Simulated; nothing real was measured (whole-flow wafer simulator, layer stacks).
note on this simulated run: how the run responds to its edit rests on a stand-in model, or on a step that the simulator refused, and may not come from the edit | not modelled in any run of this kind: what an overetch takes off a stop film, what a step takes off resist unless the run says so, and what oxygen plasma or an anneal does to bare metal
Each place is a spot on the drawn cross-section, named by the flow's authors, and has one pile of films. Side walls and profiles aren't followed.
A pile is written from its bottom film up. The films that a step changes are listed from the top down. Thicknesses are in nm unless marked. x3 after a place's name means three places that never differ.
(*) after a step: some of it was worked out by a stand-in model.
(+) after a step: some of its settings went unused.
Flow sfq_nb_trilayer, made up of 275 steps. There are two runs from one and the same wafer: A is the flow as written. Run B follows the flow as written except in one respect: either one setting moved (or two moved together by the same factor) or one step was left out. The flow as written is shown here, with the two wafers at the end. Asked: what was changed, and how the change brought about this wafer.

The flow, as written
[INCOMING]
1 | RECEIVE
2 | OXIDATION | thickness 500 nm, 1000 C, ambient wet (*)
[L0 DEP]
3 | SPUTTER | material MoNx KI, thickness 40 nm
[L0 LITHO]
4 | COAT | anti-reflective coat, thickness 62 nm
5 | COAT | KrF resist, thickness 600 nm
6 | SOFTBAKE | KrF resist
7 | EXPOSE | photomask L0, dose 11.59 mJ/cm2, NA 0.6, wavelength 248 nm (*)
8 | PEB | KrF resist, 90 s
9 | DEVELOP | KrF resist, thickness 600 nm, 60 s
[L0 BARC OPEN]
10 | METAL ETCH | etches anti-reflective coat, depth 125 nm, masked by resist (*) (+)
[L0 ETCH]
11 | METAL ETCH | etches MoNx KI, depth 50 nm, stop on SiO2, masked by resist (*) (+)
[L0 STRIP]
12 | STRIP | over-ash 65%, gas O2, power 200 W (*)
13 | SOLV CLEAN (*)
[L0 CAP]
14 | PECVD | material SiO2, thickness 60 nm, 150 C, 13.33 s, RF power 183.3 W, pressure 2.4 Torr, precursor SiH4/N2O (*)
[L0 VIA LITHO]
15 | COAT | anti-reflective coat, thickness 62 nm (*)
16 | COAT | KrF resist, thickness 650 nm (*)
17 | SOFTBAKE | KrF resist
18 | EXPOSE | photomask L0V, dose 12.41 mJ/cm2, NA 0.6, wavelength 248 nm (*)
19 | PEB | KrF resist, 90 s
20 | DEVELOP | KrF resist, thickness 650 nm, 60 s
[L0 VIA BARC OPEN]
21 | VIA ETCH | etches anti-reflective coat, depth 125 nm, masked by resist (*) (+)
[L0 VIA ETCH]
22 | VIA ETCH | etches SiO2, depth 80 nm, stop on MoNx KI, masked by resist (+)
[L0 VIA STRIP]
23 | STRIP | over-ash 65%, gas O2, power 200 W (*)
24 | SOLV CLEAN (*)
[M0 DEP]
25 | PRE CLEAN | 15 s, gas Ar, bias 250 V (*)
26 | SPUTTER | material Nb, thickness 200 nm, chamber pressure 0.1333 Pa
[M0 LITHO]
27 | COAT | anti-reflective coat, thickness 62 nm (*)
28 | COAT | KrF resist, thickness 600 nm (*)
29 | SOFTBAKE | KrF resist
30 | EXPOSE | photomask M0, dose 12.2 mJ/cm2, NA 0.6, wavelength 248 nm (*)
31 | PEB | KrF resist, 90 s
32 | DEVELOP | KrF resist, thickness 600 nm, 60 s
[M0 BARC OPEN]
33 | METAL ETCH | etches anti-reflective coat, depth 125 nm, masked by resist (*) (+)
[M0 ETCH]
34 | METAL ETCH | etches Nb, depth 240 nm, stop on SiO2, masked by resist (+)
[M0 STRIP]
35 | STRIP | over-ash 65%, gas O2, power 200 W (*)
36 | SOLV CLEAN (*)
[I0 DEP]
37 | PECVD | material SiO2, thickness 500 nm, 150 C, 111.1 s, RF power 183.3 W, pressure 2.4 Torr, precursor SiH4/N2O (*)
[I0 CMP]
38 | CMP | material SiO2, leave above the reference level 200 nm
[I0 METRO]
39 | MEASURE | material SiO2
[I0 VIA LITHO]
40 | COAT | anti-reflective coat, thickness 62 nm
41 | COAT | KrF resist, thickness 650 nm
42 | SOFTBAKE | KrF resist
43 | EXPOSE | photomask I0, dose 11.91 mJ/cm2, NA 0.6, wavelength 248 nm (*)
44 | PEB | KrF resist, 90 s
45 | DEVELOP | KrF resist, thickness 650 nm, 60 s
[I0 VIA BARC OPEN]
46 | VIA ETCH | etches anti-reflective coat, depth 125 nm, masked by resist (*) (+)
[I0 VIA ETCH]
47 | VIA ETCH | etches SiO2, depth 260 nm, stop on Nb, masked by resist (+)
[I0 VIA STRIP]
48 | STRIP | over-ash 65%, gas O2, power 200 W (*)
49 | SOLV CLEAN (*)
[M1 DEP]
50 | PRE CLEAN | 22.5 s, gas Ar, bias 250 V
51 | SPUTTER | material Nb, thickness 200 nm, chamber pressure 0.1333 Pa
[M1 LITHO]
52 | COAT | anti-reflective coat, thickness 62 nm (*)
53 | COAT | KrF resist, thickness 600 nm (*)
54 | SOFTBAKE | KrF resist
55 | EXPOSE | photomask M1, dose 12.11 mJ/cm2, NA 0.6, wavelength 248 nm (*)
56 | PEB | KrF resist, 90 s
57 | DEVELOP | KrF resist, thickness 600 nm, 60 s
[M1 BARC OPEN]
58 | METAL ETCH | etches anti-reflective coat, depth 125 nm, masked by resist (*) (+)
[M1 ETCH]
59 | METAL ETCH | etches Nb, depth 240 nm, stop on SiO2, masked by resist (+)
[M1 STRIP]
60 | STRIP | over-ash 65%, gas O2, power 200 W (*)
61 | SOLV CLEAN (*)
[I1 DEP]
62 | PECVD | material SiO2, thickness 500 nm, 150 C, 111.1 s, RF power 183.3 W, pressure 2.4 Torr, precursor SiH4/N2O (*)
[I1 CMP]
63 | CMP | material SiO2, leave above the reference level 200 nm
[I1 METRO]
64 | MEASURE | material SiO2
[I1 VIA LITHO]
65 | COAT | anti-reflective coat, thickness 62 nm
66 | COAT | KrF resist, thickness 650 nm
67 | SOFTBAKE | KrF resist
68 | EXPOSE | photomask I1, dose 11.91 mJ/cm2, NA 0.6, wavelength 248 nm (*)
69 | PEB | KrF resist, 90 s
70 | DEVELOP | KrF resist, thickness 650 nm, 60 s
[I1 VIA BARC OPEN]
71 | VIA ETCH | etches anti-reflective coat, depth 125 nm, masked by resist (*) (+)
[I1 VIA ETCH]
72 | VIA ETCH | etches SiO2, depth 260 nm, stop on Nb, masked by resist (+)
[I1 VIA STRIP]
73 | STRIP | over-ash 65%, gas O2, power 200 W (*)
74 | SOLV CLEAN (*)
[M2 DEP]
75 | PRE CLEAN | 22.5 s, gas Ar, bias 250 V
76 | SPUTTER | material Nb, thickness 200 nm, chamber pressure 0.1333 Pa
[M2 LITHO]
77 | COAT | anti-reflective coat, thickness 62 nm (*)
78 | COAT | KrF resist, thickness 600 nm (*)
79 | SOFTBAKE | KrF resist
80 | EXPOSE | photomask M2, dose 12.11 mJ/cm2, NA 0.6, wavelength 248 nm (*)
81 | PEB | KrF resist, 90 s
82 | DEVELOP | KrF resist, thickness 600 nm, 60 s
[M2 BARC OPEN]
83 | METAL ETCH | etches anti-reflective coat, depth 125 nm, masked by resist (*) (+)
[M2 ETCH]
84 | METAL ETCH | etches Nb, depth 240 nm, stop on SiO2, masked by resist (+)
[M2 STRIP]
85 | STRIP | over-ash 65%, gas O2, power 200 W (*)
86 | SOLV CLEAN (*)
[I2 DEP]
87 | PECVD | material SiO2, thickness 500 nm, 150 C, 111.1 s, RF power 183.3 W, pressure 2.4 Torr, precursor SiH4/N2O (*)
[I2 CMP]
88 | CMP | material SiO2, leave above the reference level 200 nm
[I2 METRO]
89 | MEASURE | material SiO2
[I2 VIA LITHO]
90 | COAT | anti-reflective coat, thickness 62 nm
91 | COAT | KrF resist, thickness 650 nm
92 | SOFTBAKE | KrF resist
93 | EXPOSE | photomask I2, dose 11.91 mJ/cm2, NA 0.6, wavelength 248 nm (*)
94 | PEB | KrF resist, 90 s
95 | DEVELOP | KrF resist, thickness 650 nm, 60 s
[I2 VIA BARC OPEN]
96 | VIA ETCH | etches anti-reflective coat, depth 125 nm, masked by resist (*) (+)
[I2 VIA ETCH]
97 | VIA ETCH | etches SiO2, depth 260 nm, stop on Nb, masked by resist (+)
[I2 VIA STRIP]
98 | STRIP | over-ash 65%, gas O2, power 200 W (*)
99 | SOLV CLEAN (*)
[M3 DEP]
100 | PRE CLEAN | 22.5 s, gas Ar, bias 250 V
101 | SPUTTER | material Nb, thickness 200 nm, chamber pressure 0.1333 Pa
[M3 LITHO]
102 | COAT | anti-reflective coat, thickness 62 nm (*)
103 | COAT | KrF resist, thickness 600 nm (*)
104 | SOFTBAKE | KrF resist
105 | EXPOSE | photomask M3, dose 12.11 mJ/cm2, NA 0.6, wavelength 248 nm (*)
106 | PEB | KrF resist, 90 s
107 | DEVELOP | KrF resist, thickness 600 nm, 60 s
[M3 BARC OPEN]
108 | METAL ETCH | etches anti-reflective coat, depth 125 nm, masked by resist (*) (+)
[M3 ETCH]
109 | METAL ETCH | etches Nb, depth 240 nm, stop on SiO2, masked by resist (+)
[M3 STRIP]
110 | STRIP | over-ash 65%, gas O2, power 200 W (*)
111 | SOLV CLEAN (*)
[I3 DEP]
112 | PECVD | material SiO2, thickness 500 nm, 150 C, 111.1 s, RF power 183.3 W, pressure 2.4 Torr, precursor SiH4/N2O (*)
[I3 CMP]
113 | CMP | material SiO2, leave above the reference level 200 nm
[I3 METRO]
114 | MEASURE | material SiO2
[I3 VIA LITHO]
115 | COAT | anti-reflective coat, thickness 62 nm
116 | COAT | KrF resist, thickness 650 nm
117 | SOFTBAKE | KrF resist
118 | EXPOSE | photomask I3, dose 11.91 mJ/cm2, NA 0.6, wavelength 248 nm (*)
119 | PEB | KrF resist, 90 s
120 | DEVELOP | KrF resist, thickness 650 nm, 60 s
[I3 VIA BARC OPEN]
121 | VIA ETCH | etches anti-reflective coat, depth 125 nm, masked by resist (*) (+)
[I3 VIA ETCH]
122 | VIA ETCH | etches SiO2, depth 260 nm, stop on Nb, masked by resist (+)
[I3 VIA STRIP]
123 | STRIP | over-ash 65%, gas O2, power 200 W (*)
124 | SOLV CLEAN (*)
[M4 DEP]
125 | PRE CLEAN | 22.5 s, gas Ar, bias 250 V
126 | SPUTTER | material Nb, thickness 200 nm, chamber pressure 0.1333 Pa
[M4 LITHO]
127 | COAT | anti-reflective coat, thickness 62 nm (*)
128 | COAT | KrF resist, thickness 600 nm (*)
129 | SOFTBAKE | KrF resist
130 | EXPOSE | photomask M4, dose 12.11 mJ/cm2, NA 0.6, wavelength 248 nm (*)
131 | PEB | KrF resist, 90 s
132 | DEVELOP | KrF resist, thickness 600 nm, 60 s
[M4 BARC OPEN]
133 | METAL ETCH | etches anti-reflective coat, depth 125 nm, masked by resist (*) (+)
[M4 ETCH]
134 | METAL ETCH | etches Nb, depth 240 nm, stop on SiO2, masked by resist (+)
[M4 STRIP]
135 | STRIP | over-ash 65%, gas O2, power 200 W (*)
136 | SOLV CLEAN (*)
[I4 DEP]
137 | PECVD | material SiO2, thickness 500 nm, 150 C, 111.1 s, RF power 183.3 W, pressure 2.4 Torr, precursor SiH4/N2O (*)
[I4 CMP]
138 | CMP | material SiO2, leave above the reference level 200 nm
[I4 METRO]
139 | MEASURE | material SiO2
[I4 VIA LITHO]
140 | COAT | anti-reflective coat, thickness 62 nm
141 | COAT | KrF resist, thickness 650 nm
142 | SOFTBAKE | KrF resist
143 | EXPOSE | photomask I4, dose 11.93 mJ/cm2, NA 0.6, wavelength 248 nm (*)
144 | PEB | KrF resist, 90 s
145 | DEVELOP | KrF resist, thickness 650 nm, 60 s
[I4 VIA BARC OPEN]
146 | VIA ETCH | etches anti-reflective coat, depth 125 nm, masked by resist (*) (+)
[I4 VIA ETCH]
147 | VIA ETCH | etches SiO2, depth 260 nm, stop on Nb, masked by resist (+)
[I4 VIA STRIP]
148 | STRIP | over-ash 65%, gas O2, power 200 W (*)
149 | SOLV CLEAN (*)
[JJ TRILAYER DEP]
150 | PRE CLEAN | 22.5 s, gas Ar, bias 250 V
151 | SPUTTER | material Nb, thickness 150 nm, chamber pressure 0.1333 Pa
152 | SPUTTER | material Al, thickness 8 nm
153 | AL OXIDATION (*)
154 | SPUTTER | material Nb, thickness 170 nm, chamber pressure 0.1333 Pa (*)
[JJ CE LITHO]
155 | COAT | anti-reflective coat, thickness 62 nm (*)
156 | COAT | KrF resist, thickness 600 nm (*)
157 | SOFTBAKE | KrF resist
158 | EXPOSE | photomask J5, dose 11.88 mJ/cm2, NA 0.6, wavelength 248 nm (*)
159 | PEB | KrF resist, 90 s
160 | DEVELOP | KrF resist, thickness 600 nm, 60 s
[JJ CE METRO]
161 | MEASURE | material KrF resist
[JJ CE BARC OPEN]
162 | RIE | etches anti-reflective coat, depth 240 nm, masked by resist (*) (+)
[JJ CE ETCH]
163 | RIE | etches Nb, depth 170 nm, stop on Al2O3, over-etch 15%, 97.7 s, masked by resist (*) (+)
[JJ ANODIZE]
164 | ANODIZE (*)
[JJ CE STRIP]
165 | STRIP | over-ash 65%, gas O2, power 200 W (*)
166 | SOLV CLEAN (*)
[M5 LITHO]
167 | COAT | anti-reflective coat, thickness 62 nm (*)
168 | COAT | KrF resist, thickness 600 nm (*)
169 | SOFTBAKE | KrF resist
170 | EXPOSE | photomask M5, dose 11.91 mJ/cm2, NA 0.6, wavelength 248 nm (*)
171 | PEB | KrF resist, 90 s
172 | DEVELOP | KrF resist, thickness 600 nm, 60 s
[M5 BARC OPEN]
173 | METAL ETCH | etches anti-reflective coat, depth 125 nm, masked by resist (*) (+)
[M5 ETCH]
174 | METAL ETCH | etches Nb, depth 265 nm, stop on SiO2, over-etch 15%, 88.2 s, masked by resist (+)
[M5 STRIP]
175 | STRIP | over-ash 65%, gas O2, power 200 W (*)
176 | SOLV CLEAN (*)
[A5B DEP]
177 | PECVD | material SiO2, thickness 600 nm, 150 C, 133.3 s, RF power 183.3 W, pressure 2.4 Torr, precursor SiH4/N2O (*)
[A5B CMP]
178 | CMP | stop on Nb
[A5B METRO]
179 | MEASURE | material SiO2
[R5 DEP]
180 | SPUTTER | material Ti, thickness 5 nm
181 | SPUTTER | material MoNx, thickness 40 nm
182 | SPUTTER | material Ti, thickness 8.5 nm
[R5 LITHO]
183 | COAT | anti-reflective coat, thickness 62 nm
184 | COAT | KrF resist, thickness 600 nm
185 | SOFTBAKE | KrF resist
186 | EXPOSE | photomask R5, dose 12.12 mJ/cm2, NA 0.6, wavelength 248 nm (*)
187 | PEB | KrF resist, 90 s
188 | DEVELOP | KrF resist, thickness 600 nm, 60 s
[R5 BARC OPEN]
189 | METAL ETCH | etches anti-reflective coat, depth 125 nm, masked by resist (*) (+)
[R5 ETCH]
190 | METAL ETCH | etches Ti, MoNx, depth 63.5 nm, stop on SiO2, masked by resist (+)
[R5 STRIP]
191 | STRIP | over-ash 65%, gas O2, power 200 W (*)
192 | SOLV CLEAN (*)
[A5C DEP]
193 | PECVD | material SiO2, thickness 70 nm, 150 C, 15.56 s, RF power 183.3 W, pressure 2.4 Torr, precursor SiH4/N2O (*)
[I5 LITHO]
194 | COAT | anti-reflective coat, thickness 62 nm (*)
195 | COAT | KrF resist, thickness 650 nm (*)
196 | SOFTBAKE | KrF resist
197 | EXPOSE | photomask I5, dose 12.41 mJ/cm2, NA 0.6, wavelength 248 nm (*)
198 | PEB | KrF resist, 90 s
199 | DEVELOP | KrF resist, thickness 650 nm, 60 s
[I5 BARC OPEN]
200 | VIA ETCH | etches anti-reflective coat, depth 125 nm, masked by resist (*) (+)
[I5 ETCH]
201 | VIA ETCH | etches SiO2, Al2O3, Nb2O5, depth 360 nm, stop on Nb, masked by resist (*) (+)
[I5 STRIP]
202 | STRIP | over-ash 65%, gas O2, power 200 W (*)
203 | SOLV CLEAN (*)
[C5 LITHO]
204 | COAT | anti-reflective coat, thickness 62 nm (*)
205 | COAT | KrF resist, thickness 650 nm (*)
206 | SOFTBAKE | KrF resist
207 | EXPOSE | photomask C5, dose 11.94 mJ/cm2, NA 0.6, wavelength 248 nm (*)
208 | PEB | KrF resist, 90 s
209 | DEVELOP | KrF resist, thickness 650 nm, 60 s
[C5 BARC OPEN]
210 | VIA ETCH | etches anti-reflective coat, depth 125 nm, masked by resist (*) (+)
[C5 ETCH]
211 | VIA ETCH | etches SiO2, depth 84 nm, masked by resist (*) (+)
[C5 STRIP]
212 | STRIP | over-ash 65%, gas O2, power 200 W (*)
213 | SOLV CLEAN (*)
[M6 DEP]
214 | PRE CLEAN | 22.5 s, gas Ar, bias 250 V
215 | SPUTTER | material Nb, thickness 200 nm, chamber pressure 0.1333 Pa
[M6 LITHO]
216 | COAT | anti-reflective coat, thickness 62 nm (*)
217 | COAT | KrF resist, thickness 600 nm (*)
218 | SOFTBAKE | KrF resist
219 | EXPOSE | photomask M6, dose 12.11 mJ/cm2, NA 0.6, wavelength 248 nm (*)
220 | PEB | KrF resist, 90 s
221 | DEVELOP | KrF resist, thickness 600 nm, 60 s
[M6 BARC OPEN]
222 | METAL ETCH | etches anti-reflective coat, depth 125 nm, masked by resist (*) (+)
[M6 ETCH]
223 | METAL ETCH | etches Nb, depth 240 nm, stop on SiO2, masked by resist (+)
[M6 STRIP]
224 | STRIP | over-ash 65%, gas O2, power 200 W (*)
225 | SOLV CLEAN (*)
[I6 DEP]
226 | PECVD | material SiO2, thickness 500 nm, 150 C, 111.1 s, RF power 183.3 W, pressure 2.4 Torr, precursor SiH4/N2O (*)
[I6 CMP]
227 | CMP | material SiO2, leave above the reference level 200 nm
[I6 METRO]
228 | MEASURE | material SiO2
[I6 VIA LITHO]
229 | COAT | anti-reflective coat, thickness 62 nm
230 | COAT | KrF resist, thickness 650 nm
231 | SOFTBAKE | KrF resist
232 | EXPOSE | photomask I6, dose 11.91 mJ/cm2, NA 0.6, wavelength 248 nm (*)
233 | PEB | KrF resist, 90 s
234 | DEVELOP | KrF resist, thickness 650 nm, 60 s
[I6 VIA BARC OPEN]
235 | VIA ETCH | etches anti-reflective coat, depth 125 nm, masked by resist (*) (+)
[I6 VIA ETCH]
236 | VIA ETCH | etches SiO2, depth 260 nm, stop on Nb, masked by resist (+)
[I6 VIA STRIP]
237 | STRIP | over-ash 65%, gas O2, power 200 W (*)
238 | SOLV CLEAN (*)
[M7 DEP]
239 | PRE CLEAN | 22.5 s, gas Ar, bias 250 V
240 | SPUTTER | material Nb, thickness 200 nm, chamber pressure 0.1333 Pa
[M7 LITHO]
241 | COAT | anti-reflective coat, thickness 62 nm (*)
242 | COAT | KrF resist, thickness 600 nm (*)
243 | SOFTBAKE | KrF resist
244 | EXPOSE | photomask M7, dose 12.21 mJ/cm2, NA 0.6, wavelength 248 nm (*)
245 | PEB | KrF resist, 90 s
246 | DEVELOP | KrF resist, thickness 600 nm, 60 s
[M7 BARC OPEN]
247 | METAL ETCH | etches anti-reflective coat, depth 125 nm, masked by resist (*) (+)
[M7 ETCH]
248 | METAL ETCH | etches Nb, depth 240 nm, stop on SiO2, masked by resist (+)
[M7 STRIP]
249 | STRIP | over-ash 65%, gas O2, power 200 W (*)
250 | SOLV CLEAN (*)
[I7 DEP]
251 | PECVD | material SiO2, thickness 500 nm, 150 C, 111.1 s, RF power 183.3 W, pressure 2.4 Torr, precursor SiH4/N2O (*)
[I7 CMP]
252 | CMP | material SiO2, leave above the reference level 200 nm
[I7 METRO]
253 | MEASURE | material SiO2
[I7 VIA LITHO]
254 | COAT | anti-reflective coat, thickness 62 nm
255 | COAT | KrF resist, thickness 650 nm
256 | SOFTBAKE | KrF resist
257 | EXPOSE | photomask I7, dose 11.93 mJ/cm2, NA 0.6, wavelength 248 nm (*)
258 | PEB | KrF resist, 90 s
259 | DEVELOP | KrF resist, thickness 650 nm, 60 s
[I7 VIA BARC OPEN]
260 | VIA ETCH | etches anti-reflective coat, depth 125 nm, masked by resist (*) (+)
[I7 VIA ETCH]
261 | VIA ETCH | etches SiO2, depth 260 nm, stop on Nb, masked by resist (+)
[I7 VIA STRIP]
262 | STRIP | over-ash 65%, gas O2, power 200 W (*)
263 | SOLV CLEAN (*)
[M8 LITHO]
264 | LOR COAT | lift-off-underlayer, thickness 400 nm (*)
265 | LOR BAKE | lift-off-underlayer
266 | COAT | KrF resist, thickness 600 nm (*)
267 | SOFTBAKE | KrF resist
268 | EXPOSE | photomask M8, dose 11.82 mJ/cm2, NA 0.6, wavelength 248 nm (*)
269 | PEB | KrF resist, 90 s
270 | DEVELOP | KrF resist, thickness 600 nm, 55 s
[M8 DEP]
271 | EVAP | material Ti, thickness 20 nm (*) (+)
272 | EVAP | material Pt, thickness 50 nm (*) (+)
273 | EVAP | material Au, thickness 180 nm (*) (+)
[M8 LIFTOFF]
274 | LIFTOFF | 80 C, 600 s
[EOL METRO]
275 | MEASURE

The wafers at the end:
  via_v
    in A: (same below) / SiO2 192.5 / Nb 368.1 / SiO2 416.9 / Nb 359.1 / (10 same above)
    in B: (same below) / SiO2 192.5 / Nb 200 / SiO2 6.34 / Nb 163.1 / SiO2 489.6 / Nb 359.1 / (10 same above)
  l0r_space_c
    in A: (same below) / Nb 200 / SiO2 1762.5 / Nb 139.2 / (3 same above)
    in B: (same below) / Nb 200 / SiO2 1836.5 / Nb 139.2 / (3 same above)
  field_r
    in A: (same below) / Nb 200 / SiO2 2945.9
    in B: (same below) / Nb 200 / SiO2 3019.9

The reason: step 63, CMP: leave above the reference level 274 nm was run, though the flow has leave above the reference level 200 nm.

Step by step, how the change led to this:
  63 | CMP | material SiO2, leave above the reference level 200 nm
      field_l, be, be_sur and 72 more: A -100 SiO2 | B -26 SiO2
      v_sur, via_wl, via_wr and 20 more: A -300 SiO2 | B -226 SiO2
      (also at 8 further places)
  72 | VIA ETCH | etches SiO2, depth 260 nm, stop on Nb, masked by resist (+)
      via_v: A -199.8 SiO2 (all of it) | B -260 SiO2
  75 | PRE CLEAN | 22.5 s, gas Ar, bias 250 V
      via_v: A -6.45 Nb | B -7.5 SiO2
  76 | SPUTTER | material Nb, thickness 200 nm, chamber pressure 0.1333 Pa
      via_v: A +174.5 Nb | B +163.1 Nb (new film)
  77 | COAT | anti-reflective coat, thickness 62 nm (*)
      via_sp: A +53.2 anti-reflective coat (new film) | B +51.9 anti-reflective coat (new film)
      via_v: A +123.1 anti-reflective coat (new film) | B +136.1 anti-reflective coat (new film)
      (also at 1 further place)
  78 | COAT | KrF resist, thickness 600 nm (*)
      via_v: A +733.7 KrF resist (new film) | B +783.4 KrF resist (new film)
  85 | STRIP | over-ash 65%, gas O2, power 200 W (*)
      via_sp: A -374.4 KrF resist (all of it), -53.2 anti-reflective coat (all of it) | B -370.4 KrF resist (all of it), -51.9 anti-reflective coat (all of it)
      via_v: A -515.8 KrF resist (all of it), -123.1 anti-reflective coat (all of it) | B -565.3 KrF resist (all of it), -136.1 anti-reflective coat (all of it)
      (also at 1 further place)
  87 | PECVD | material SiO2, thickness 500 nm, 150 C, 111.1 s, RF power 183.3 W, pressure 2.4 Torr, precursor SiH4/N2O (*)
      via_v: A +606 SiO2 (new film) | B +678.7 SiO2 (new film)
Taking metal films that touch as one body, via_v has 7 bodies (between them, from the top down: SiO2 437.8; SiO2 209 / Al2O3 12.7 / Nb2O5 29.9; SiO2 425.9; SiO2 489.6; SiO2 6.34; SiO2 192.5); the flow as written gives 6 bodies (between them, from the top down: SiO2 437.8; SiO2 209 / Al2O3 12.7 / Nb2O5 29.9; SiO2 425.9; SiO2 416.9; SiO2 192.5).
